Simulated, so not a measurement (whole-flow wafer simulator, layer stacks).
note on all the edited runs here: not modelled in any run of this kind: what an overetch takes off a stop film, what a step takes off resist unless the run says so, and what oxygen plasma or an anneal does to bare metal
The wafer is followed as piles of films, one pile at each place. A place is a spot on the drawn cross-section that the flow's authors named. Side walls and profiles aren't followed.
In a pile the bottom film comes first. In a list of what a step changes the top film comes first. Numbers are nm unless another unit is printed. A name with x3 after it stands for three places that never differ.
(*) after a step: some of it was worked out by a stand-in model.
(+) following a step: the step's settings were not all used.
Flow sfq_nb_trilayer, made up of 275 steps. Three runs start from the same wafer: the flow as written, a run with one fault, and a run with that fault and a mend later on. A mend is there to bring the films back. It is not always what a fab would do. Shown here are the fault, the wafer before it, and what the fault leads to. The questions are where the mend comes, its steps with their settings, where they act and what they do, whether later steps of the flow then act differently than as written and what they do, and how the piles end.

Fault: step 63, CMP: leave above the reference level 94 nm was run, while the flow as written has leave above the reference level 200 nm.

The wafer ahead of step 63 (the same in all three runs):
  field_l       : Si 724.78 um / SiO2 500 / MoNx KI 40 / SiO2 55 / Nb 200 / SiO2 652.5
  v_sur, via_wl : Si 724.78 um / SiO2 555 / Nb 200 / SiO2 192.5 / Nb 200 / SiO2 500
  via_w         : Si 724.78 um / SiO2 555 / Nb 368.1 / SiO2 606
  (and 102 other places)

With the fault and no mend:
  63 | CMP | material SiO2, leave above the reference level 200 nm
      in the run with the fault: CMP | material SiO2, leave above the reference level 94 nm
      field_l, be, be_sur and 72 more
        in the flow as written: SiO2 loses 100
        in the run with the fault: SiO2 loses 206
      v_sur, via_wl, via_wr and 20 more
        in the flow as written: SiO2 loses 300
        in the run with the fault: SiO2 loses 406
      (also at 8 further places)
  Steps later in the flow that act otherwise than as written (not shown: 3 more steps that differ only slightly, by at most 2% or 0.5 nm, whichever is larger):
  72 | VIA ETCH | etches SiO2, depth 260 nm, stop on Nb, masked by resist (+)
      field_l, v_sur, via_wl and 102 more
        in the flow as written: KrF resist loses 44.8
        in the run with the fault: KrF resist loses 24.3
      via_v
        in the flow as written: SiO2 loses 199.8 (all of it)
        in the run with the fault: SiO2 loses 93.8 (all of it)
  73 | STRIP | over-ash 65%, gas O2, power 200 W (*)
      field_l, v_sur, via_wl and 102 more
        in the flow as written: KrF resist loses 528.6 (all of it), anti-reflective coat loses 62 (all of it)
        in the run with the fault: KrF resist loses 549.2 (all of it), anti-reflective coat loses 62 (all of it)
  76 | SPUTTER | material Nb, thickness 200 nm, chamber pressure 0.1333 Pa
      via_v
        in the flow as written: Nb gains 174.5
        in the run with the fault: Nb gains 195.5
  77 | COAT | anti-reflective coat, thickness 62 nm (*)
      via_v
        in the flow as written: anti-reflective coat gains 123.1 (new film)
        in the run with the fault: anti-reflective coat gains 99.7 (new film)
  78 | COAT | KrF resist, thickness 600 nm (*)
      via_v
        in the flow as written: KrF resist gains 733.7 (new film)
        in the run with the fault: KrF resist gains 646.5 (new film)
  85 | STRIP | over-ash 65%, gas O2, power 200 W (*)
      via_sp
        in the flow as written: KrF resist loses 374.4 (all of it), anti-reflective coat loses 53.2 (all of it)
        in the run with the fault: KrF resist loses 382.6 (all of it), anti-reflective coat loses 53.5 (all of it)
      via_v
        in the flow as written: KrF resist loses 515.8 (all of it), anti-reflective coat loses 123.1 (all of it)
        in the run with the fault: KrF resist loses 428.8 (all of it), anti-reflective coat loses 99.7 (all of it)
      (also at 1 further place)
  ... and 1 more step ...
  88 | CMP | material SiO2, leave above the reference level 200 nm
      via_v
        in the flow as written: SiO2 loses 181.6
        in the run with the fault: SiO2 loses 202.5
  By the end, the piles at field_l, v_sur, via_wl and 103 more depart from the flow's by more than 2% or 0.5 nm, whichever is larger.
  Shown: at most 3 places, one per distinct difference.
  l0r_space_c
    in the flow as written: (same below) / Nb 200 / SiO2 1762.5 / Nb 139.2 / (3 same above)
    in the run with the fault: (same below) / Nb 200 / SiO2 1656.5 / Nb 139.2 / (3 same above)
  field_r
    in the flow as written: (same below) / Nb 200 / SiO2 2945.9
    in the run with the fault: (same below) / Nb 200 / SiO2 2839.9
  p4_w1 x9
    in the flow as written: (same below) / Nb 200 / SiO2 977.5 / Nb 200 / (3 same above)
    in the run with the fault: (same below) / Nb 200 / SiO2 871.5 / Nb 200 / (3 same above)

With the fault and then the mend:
  The mend follows step 70.
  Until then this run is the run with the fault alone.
  70a | STRIP | over-ash 65%, gas O2, power 200 W (*)
      field_l, v_sur, via_wl and 102 more
        KrF resist loses 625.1 (all of it), anti-reflective coat loses 62 (all of it)
      via_v
        anti-reflective coat loses 62 (all of it)
  70b | PECVD | material SiO2, thickness 106 nm, 150 C, 23.56 s, RF power 183.3 W, pressure 2.4 Torr, precursor SiH4/N2O (the flow's step 62 again, with other settings)
      field_l, v_sur, via_wl and 103 more
        SiO2 gains 106
  70c | COAT | anti-reflective coat, thickness 62 nm (the flow's step 65 again)
      field_l, v_sur, via_wl and 103 more
        anti-reflective coat gains 62 (new film)
  70d | COAT | KrF resist, thickness 650 nm (the flow's step 66 again)
      field_l, v_sur, via_wl and 103 more
        KrF resist gains 650 (new film)
  70e | SOFTBAKE | KrF resist (the flow's step 67 again)
      does not change any film at any place that is followed
  70f | EXPOSE | photomask I1, dose 11.91 mJ/cm2, NA 0.6, wavelength 248 nm (*) (the flow's step 68 again)
      does not change any film at any place that is followed
  70g | PEB | KrF resist, 90 s (the flow's step 69 again)
      field_l, v_sur, via_wl and 103 more
        KrF resist loses 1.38
  70h | DEVELOP | KrF resist, thickness 650 nm, 60 s (the flow's step 70 again)
      field_l, v_sur, via_wl and 102 more
        KrF resist loses 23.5
      via_v
        KrF resist loses 648.6 (all of it)
  Later steps of the flow that are run all act as written at every place that is followed.
  The piles end the same as the flow's at every place that both follow.
